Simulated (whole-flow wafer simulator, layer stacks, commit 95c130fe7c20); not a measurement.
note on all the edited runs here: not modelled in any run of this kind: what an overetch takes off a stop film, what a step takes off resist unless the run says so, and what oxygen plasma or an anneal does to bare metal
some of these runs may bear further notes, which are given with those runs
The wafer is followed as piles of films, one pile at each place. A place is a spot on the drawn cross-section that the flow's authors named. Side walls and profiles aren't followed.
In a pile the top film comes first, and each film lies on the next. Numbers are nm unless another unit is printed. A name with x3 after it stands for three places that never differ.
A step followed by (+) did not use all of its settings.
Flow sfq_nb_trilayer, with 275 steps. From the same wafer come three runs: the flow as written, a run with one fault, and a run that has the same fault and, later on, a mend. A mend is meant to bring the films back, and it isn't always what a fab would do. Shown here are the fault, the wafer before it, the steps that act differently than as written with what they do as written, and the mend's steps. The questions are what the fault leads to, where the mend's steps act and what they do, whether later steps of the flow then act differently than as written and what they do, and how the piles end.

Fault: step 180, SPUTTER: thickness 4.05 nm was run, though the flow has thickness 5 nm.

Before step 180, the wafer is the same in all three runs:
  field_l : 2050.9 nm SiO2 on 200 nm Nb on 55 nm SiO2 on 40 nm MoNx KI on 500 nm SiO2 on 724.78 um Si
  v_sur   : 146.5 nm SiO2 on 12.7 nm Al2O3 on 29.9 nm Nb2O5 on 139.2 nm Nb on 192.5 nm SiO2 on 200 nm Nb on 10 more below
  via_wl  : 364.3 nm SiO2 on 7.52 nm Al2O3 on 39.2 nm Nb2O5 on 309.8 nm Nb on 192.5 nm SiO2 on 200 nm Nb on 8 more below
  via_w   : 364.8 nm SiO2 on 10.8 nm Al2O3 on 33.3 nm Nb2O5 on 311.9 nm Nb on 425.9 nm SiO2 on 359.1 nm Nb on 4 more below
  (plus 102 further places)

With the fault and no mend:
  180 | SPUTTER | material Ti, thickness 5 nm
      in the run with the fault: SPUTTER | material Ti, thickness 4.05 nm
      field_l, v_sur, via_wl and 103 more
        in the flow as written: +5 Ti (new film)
        in the run with the fault: +4.05 Ti (new film)
  Steps later in the flow that act otherwise than as written (18 other steps are not shown; they differ only slightly, by no more than 2% or 0.5 nm, whichever is larger):
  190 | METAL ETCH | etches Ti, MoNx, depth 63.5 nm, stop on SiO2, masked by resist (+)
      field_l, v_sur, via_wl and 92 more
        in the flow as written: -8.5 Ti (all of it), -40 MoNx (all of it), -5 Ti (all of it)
        in the run with the fault: -8.5 Ti (all of it), -40 MoNx (all of it), -4.05 Ti (all of it)
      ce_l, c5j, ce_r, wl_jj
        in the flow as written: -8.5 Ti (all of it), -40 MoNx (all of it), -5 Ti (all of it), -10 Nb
        in the run with the fault: -8.5 Ti (all of it), -40 MoNx (all of it), -4.05 Ti (all of it), -10.9 Nb
  By the end, the piles at be_r, r_sur, res, r_end, r5r_line_l, r5r_line_c, r5r_line_r depart from the flow's by more than 2% or 0.5 nm, whichever is larger.
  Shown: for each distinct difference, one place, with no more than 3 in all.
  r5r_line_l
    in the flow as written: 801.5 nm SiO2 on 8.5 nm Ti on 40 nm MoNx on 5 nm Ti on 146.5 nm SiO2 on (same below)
    in the run with the fault: 802.5 nm SiO2 on 8.5 nm Ti on 40 nm MoNx on 4.05 nm Ti on 146.5 nm SiO2 on (same below)
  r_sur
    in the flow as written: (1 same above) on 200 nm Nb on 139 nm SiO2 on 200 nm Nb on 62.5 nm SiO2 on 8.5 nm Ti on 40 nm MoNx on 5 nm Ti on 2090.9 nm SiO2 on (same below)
    in the run with the fault: (1 same above) on 200 nm Nb on 139.9 nm SiO2 on 200 nm Nb on 62.5 nm SiO2 on 8.5 nm Ti on 40 nm MoNx on 4.05 nm Ti on 2090.9 nm SiO2 on (same below)
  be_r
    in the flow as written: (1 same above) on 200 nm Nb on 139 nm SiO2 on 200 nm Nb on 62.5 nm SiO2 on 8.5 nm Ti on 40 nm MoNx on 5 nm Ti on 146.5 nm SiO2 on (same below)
    in the run with the fault: (1 same above) on 200 nm Nb on 139.9 nm SiO2 on 200 nm Nb on 62.5 nm SiO2 on 8.5 nm Ti on 40 nm MoNx on 4.05 nm Ti on 146.5 nm SiO2 on (same below)

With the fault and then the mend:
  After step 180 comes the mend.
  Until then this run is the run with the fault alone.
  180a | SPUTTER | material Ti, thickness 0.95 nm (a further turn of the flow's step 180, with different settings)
      field_l, v_sur, via_wl and 103 more
        +0.95 Ti
  Every later step of the flow that is run acts as written at every place that is followed.
  By the end, the piles equal the flow's at every place that both follow.
